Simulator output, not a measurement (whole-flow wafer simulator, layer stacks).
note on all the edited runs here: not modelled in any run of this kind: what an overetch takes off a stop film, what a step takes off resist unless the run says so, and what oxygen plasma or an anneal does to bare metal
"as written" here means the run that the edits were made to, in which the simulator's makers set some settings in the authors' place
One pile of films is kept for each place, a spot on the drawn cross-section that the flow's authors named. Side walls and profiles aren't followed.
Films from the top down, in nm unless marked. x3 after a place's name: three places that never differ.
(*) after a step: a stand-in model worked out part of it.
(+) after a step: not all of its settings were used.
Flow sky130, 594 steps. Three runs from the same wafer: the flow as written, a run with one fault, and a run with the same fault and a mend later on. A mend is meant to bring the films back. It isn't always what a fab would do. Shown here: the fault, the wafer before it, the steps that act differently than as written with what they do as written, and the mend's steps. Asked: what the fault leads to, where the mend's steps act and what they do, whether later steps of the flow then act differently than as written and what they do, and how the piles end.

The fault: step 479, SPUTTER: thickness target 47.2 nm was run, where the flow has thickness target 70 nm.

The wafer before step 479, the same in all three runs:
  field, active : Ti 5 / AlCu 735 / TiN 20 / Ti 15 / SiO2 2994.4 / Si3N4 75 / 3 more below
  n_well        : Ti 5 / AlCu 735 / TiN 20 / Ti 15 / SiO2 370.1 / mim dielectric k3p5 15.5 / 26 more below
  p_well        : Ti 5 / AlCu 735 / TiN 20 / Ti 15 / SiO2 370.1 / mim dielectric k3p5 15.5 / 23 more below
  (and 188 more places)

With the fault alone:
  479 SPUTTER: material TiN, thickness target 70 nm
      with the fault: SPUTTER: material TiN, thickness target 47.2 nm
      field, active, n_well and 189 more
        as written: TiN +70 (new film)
        with the fault: TiN +47.2 (new film)
  Later steps of the flow that act differently than as written (10 more steps differ only slightly, by at most 2% or 0.5 nm, whichever is larger, and aren't shown):
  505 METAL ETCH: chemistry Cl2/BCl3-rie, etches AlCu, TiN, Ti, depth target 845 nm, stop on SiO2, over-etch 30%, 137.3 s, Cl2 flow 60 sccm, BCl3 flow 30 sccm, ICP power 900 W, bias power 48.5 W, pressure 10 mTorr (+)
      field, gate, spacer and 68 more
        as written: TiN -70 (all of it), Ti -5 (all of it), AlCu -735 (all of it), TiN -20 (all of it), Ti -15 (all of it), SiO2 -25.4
        with the fault: TiN -47.2 (all of it), Ti -5 (all of it), AlCu -735 (all of it), TiN -20 (all of it), Ti -15 (all of it), SiO2 -27.6
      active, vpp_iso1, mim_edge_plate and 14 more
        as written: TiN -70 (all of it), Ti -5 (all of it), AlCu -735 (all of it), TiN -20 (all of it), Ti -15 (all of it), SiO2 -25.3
        with the fault: TiN -47.2 (all of it), Ti -5 (all of it), AlCu -735 (all of it), TiN -20 (all of it), Ti -15 (all of it), SiO2 -27.6
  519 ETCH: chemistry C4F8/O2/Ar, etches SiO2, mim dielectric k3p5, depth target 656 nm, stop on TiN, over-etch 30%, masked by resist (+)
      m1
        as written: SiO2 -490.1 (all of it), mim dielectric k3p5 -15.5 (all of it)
        with the fault: SiO2 -512.9 (all of it), mim dielectric k3p5 -15.5 (all of it)
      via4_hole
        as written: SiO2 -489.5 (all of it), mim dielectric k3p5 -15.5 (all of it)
        with the fault: SiO2 -512.3 (all of it), mim dielectric k3p5 -15.5 (all of it)
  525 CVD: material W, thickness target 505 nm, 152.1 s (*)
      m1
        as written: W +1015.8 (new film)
        with the fault: W +1038.7 (new film)
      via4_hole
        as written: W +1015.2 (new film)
        with the fault: W +1038.1 (new film)
  At the end the piles differ from the flow's by more than 2% or 0.5 nm, whichever is larger, at n_well, p_well, gate_hv and 102 more.
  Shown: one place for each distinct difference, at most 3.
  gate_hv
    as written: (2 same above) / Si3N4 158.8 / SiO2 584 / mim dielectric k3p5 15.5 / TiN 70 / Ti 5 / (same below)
    with the fault: (2 same above) / Si3N4 158.8 / SiO2 606.8 / mim dielectric k3p5 15.5 / TiN 47.2 / Ti 5 / (same below)
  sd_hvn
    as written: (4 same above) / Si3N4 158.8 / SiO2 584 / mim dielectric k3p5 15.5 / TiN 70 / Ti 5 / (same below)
    with the fault: (4 same above) / Si3N4 158.8 / SiO2 606.8 / mim dielectric k3p5 15.5 / TiN 47.2 / Ti 5 / (same below)
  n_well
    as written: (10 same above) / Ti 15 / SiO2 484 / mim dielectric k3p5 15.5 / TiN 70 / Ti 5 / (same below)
    with the fault: (10 same above) / Ti 15 / SiO2 506.8 / mim dielectric k3p5 15.5 / TiN 47.2 / Ti 5 / (same below)

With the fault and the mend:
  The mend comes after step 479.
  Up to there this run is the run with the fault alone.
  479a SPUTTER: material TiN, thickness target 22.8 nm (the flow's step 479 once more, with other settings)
      field, active, n_well and 189 more
        TiN +22.8
  No later step of the flow acts differently than as written at any place that is followed.
  At the end the piles are the same as the flow's at every place that both follow.
